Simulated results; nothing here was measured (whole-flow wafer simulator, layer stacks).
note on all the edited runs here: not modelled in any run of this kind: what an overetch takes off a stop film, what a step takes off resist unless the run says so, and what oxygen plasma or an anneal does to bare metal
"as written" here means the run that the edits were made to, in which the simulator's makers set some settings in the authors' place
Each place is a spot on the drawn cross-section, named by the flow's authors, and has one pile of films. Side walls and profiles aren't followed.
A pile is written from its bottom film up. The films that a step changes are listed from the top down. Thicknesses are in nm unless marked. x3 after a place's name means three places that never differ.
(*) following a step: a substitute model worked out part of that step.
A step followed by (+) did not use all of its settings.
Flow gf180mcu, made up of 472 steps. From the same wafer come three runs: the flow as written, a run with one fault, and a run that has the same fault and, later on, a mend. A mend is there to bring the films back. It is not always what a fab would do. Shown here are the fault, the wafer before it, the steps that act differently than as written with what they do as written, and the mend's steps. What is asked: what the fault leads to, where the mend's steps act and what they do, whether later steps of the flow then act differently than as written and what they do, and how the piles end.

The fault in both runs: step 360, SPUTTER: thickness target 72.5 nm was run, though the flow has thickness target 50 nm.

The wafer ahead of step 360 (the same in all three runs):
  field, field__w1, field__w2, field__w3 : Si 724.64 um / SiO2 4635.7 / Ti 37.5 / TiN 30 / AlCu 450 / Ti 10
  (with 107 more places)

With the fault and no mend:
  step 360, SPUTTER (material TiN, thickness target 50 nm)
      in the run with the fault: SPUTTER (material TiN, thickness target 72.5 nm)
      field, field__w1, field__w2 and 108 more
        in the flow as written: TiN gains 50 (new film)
        in the run with the fault: TiN gains 72.5 (new film)
  Later steps of the flow acting differently than as written (3 other steps are not shown; they differ only slightly, by no more than 2% or 0.5 nm, whichever is larger):
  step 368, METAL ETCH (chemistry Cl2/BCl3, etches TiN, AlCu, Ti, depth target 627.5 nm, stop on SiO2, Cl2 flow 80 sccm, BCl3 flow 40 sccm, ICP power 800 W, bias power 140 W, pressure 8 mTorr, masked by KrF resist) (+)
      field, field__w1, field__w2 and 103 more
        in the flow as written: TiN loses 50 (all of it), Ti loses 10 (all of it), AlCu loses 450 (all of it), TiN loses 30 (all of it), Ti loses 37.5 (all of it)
        in the run with the fault: TiN loses 72.5 (all of it), Ti loses 10 (all of it), AlCu loses 450 (all of it), TiN loses 30 (all of it), Ti loses 37.5 (all of it)
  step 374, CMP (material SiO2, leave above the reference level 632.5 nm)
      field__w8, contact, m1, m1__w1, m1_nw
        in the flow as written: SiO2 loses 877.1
        in the run with the fault: SiO2 loses 899.6
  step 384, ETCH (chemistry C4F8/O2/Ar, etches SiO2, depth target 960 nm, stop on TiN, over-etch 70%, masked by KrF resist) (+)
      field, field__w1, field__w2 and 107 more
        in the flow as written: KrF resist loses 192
        in the run with the fault: KrF resist loses 187
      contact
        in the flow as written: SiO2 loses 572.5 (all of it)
        in the run with the fault: SiO2 loses 550 (all of it)
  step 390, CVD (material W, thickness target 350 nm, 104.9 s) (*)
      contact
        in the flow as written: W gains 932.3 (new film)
        in the run with the fault: W gains 909.6 (new film)
  At field__w8, contact, m1, m1__w1, m1_nw, the piles at the end differ from the flow's by more than 2% or 0.5 nm, whichever is larger.
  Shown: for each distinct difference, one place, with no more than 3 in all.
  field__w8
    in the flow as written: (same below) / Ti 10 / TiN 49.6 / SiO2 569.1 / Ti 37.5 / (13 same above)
    in the run with the fault: (same below) / Ti 10 / TiN 72.1 / SiO2 546.6 / Ti 37.5 / (13 same above)
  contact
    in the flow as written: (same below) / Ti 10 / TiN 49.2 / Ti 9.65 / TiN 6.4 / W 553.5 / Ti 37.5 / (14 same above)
    in the run with the fault: (same below) / Ti 10 / TiN 71.7 / Ti 9.78 / TiN 6.49 / W 530.8 / Ti 37.5 / (14 same above)

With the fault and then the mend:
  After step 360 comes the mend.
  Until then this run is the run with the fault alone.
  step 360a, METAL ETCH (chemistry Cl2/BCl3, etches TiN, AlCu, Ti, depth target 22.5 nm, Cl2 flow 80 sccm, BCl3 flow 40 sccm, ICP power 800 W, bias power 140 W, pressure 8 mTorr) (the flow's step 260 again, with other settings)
      field, field__w1, field__w2 and 108 more
        TiN loses 22.5
  Later steps of the flow that are run all act as written at every place that is followed.
  The piles end the same as the flow's at every place that both follow.
